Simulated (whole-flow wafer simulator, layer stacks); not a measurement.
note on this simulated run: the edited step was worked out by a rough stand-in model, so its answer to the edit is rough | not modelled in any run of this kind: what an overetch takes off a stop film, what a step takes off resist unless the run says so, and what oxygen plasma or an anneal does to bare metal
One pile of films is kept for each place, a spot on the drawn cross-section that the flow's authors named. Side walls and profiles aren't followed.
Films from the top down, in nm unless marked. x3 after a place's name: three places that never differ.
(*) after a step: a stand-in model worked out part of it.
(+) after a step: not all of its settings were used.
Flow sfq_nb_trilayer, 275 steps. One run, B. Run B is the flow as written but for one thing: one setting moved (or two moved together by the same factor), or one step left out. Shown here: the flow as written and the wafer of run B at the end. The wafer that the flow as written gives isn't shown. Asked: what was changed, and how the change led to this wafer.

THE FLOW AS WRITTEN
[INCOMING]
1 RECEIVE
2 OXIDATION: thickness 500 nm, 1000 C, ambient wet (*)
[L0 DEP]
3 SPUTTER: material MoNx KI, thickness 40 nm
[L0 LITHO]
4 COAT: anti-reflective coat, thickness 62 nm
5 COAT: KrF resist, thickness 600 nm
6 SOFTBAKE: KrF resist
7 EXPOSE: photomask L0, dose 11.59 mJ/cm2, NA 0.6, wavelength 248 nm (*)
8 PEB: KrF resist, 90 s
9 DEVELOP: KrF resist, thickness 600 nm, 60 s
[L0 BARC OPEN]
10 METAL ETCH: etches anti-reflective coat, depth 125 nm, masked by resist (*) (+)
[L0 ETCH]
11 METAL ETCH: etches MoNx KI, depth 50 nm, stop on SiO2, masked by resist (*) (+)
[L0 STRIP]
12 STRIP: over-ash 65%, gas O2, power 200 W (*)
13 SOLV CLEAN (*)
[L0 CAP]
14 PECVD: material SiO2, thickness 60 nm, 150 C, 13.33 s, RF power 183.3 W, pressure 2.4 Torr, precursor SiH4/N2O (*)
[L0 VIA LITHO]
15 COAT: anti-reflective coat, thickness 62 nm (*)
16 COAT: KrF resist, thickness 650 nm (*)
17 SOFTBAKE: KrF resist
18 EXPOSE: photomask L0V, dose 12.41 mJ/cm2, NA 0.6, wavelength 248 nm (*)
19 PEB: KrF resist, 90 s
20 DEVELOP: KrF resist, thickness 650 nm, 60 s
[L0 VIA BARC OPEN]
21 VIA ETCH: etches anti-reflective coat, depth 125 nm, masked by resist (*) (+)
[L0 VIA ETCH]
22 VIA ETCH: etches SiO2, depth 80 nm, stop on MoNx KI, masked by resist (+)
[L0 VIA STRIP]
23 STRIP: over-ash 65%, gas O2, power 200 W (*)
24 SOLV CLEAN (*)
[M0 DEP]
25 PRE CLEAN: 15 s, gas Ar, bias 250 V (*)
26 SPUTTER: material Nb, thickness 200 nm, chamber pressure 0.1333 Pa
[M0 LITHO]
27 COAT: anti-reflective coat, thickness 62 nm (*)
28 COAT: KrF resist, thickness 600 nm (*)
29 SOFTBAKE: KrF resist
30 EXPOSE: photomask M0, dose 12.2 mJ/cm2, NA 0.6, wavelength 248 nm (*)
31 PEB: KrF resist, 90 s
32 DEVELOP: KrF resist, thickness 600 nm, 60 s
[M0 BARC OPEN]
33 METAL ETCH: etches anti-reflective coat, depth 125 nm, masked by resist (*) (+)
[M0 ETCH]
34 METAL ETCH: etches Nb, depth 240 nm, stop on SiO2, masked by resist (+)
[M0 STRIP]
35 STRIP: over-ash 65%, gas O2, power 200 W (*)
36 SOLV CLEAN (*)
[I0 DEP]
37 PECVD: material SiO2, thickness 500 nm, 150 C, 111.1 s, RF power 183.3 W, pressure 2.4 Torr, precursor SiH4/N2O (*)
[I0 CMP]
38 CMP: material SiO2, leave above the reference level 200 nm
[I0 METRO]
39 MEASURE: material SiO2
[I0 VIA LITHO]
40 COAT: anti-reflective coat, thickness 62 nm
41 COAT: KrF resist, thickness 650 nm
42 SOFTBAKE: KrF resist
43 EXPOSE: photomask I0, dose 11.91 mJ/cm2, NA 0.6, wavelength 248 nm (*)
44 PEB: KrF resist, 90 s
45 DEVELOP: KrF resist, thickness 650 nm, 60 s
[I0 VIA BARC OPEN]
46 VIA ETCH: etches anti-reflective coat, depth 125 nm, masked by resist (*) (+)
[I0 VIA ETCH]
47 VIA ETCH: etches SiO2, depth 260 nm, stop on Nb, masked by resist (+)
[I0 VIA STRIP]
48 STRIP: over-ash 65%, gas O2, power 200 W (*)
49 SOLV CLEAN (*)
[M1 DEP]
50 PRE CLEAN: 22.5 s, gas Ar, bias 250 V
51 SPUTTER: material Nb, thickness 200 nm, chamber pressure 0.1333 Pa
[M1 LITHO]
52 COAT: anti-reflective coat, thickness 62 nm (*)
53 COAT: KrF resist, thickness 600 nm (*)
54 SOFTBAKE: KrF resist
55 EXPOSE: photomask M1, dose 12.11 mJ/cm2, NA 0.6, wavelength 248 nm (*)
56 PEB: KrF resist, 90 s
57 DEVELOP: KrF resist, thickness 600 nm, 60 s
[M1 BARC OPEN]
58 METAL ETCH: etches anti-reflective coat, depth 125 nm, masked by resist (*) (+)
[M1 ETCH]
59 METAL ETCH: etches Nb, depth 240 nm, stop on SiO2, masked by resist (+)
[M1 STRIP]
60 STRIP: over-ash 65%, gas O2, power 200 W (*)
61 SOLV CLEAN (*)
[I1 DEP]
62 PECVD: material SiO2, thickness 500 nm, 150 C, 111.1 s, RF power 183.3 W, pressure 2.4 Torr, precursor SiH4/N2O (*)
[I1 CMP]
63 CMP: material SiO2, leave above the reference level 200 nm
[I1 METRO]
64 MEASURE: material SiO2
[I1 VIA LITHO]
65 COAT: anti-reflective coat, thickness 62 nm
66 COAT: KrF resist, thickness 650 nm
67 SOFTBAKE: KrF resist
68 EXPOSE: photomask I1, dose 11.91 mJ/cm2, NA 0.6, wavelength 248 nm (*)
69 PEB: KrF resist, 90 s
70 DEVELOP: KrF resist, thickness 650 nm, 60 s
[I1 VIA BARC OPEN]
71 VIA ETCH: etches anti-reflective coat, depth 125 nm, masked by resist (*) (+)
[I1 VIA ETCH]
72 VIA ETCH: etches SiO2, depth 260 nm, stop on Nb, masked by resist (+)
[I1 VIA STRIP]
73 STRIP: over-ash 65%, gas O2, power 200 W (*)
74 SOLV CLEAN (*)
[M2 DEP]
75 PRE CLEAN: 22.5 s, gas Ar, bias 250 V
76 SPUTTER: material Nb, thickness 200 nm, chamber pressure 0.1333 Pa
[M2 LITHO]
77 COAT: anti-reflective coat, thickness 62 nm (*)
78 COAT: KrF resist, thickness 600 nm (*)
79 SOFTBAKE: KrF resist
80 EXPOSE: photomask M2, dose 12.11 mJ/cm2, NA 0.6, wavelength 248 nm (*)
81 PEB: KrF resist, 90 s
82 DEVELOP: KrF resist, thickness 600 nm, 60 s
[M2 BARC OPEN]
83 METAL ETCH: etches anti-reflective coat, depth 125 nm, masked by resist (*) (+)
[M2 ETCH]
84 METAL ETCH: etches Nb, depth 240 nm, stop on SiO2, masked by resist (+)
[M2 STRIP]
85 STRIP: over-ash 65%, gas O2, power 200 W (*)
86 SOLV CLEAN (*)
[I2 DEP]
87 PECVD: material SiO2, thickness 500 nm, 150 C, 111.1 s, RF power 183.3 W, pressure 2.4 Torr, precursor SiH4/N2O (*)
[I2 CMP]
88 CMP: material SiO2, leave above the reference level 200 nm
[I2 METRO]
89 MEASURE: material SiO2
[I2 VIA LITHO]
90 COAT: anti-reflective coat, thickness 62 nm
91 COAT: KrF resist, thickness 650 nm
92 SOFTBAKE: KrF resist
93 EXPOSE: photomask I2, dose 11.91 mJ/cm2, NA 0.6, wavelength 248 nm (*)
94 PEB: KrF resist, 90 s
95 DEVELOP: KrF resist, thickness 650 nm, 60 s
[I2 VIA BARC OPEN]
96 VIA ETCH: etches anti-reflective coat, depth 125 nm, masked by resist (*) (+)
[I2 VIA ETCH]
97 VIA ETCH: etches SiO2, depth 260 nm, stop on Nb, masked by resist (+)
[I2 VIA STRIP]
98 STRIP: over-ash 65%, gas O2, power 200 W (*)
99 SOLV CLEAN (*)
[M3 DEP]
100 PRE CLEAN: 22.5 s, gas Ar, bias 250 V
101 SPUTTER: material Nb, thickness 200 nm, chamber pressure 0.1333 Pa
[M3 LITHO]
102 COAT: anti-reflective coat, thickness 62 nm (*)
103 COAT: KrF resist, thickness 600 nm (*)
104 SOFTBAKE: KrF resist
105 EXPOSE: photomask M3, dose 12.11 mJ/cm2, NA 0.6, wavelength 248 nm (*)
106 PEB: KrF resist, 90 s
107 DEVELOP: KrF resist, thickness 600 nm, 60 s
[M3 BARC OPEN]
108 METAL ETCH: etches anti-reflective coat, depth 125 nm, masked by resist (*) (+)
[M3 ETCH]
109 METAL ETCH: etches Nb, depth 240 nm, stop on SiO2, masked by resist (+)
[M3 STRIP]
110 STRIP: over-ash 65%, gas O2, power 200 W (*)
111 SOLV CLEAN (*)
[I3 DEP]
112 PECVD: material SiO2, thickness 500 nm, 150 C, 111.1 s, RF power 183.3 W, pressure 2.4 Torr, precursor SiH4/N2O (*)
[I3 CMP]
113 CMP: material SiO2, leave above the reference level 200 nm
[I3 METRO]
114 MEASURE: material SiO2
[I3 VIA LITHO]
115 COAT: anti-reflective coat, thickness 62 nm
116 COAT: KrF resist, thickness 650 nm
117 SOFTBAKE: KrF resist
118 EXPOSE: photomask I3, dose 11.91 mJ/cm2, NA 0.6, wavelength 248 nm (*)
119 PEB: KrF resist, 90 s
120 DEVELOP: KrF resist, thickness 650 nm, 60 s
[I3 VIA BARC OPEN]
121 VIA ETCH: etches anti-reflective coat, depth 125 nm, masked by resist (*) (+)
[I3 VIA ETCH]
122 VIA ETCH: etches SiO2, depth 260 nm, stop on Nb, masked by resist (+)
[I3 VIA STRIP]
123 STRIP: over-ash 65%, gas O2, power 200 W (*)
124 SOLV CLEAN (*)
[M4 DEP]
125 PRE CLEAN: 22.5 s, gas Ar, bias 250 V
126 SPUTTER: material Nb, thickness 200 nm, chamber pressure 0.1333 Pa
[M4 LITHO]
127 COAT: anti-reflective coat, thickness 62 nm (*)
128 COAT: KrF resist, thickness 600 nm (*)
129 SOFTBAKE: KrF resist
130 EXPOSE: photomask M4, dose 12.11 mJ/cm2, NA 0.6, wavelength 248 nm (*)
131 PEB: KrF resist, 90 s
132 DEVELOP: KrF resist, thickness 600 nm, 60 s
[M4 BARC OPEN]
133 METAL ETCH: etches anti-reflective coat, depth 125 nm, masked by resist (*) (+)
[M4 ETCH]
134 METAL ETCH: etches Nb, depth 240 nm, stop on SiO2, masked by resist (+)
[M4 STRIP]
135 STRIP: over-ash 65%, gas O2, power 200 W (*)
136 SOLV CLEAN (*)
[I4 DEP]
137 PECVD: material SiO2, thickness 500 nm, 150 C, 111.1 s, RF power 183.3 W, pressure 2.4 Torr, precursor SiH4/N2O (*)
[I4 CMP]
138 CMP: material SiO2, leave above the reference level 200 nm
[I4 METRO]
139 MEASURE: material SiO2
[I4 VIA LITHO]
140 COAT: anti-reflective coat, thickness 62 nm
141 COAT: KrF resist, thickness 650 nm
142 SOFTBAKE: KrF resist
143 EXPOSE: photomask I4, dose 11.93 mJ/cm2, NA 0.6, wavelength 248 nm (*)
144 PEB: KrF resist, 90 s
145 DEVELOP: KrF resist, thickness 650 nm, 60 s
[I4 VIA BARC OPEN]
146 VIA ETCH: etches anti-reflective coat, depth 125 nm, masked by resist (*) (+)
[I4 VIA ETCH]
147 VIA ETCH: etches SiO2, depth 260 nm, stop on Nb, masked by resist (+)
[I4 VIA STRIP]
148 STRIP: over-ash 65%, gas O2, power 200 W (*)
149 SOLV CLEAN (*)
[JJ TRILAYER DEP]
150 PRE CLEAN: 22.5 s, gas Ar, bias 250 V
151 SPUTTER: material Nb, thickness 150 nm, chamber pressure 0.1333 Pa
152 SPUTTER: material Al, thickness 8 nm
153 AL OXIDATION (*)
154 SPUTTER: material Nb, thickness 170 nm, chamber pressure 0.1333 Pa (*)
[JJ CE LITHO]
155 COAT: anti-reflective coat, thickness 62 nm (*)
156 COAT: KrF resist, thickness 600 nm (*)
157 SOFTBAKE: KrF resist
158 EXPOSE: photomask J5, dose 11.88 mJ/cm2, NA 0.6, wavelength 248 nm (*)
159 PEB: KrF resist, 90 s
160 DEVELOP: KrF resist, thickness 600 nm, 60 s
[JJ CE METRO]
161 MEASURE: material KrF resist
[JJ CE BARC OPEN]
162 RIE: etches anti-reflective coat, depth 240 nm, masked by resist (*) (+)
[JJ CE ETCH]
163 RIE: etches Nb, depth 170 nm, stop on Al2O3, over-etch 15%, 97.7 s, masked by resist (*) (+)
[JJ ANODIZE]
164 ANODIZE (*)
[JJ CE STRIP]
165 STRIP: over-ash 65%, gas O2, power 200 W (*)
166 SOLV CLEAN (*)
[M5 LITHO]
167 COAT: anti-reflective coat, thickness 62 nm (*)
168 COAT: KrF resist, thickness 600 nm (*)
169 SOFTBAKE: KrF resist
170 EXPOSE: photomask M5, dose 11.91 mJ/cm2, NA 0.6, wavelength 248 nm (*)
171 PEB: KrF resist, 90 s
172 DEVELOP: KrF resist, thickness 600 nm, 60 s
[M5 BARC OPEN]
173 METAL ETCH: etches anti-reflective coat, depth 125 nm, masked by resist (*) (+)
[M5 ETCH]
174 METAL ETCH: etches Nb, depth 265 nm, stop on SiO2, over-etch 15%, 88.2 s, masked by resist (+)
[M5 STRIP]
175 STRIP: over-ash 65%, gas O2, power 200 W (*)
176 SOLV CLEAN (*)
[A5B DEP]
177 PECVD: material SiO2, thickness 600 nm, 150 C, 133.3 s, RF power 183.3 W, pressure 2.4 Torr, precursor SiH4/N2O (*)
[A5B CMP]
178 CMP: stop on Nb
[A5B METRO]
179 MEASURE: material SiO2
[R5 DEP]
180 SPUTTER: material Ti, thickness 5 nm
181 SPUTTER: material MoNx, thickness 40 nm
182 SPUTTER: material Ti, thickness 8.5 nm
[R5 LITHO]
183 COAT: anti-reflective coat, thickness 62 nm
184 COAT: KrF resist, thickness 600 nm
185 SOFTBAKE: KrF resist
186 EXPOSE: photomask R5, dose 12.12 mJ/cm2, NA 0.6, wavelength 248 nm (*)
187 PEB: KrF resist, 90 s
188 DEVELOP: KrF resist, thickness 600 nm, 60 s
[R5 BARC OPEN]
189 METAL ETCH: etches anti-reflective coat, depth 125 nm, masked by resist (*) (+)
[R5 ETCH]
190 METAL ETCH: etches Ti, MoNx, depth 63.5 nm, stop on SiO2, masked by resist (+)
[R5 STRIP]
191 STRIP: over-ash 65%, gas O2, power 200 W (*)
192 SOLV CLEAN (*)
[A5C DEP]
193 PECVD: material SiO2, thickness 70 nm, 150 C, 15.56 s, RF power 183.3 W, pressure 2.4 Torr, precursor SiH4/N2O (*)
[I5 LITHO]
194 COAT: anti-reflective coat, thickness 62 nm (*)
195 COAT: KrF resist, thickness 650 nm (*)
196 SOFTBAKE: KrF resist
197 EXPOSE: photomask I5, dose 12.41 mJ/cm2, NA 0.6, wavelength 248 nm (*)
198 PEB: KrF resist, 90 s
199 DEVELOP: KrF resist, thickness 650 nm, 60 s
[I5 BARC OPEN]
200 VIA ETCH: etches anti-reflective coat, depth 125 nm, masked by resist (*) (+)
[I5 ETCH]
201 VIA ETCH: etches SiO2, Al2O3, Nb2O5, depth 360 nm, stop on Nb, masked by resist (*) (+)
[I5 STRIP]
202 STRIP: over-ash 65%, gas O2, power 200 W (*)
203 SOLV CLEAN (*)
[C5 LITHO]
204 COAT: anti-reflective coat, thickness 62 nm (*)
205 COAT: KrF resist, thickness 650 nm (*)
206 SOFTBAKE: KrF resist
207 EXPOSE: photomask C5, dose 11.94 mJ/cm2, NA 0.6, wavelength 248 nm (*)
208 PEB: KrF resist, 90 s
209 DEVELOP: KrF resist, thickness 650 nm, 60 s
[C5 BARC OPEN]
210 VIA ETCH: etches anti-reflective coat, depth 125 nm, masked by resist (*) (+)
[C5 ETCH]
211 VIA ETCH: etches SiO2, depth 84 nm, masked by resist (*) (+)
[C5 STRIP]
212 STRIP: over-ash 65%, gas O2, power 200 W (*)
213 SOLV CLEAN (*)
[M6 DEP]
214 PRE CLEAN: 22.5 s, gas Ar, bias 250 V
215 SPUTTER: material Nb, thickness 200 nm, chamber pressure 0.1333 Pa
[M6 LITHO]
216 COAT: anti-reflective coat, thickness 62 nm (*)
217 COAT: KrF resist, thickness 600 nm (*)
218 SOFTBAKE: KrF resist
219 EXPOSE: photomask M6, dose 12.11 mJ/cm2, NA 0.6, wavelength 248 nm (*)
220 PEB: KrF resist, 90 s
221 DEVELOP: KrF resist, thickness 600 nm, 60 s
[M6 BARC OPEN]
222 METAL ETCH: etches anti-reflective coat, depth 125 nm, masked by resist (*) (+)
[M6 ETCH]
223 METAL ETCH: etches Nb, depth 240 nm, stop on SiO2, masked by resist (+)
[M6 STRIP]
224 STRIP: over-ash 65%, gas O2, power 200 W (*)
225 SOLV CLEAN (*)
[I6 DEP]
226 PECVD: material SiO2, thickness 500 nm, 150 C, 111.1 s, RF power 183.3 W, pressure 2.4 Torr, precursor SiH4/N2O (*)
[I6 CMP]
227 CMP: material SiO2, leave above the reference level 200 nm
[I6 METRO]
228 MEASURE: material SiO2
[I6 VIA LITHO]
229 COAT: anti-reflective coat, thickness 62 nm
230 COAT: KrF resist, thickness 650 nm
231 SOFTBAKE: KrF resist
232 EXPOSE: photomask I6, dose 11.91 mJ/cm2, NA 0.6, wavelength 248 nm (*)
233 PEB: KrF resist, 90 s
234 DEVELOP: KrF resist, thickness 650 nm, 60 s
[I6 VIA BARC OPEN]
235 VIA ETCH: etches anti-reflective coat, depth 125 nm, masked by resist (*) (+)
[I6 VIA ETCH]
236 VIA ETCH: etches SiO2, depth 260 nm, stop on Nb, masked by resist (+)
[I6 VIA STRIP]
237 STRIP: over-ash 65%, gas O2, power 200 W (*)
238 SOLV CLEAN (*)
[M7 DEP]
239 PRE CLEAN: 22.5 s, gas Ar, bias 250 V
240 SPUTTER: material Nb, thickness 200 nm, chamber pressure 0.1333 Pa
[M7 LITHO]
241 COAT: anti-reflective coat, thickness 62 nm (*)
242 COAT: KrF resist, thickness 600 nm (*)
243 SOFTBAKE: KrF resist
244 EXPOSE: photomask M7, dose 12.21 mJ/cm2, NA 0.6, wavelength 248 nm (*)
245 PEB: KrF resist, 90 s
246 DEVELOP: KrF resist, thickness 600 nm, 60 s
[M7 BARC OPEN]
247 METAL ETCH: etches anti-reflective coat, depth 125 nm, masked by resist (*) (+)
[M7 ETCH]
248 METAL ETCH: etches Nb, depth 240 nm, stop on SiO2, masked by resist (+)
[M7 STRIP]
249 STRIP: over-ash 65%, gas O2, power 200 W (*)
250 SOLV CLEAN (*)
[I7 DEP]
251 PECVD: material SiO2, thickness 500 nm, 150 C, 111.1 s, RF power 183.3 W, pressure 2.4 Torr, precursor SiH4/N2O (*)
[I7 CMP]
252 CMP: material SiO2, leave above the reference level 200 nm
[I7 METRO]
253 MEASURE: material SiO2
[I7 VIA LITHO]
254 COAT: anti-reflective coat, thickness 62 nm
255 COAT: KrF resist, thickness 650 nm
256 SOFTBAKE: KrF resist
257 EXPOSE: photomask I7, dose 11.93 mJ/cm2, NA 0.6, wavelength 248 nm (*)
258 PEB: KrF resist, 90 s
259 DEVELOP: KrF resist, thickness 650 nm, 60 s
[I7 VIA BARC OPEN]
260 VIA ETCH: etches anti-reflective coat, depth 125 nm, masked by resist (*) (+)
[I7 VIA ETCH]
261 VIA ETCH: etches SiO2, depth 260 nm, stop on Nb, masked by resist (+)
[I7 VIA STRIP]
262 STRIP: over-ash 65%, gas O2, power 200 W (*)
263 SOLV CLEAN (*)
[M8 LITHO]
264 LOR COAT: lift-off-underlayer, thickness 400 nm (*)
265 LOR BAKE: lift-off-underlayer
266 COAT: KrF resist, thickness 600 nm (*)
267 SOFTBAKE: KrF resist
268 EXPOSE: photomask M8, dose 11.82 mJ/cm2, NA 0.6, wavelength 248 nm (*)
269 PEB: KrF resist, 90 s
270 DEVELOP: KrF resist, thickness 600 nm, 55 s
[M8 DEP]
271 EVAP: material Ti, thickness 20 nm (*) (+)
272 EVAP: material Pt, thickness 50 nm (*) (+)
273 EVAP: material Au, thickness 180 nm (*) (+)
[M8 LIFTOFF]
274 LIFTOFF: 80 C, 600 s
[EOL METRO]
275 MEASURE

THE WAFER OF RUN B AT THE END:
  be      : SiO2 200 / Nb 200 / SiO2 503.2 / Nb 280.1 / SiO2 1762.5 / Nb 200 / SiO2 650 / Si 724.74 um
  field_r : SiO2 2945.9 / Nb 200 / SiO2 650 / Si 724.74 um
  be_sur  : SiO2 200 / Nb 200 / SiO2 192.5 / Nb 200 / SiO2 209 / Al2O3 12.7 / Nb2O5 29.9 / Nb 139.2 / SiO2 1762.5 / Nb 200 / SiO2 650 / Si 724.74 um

The cause: step 2, OXIDATION: thickness 595 nm was run, where the flow has thickness 500 nm.

How the change led to this, step by step:
  2 OXIDATION: thickness 500 nm, 1000 C, ambient wet (*)
      field_l, v_sur, via_wl and 103 more: SiO2 +595 (new film), chemical SiO2 -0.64 (all of it), Si -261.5 (as written it would be: SiO2 +500 (new film), chemical SiO2 -0.64 (all of it), Si -219.7)
